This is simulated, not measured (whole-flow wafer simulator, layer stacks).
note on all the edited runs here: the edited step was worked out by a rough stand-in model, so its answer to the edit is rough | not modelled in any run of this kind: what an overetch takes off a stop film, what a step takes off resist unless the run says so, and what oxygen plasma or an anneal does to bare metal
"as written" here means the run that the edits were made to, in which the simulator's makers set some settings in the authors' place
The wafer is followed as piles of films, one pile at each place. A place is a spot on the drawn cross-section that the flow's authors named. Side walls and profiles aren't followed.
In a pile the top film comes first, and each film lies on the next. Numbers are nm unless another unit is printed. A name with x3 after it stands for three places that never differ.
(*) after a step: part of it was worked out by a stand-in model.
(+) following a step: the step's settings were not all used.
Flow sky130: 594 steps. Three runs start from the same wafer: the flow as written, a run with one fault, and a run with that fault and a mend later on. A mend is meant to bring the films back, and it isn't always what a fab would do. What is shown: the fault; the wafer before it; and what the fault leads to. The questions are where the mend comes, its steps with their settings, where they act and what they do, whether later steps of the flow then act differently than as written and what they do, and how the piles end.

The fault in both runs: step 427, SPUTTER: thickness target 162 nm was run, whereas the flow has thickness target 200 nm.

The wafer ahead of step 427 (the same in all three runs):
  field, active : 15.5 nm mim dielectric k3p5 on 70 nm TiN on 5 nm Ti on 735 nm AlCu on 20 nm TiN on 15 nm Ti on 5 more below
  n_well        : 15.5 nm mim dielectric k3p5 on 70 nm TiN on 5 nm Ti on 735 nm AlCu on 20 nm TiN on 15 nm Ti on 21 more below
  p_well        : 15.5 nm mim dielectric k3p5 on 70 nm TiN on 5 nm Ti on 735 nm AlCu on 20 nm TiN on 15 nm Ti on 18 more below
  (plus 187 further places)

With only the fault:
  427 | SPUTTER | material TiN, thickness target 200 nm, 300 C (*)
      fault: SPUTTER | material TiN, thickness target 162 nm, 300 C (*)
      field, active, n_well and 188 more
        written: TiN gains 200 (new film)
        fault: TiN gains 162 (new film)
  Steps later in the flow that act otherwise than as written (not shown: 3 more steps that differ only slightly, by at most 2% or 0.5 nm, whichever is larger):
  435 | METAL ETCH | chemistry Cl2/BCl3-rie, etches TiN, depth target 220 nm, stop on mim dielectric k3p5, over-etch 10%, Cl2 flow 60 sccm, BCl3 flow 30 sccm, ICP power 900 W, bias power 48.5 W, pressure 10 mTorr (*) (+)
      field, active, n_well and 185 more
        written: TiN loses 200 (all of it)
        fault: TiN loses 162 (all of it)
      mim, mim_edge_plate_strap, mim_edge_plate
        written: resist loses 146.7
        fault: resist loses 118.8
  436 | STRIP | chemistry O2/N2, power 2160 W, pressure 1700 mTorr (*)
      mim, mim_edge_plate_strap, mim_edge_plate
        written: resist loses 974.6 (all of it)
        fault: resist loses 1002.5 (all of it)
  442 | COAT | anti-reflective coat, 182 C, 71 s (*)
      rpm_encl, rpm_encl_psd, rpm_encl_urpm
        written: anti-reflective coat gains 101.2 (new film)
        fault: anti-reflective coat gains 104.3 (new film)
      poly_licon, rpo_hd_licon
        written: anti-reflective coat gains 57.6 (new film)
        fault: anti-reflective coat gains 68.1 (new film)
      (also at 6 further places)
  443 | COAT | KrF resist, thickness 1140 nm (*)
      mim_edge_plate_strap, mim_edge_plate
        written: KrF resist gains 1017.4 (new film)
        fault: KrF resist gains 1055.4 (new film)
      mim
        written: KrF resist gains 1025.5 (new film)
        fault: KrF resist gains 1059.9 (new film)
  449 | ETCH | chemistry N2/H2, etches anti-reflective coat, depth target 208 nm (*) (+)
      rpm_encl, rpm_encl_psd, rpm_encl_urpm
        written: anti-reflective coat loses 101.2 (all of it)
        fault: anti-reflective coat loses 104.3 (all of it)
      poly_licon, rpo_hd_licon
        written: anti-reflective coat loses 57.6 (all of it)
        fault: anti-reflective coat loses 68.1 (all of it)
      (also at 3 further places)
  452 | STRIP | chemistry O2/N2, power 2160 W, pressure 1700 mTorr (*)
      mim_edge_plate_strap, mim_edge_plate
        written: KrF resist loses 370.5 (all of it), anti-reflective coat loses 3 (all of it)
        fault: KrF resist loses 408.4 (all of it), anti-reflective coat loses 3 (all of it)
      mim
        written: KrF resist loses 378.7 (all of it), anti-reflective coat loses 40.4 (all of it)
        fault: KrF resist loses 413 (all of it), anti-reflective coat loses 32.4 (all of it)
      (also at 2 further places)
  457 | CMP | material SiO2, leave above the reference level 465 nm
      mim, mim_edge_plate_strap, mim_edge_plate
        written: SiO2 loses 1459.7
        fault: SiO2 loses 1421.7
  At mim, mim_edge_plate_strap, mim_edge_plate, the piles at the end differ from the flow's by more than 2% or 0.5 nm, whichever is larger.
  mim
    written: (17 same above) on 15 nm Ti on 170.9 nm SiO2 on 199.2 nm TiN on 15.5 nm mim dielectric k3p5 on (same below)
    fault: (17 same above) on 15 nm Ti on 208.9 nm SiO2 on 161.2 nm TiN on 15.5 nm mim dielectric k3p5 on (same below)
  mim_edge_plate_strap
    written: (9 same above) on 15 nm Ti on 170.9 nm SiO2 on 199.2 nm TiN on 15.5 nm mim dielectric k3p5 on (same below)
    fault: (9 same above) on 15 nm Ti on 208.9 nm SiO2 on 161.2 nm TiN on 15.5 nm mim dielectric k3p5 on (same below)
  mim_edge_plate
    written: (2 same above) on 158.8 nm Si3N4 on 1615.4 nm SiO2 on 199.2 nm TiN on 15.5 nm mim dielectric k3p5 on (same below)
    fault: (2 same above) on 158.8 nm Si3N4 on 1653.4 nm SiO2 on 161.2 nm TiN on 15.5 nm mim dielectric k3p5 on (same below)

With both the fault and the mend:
  The mend follows step 427.
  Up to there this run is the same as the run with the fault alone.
  427a | SPUTTER | material TiN, thickness target 38 nm, 300 C (*) (a further turn of the flow's step 427, with different settings)
      field, active, n_well and 188 more
        TiN gains 38
  Every later step of the flow that is run acts as written at every place that is followed.
  At every place that both follow, the piles at the end match the flow's.
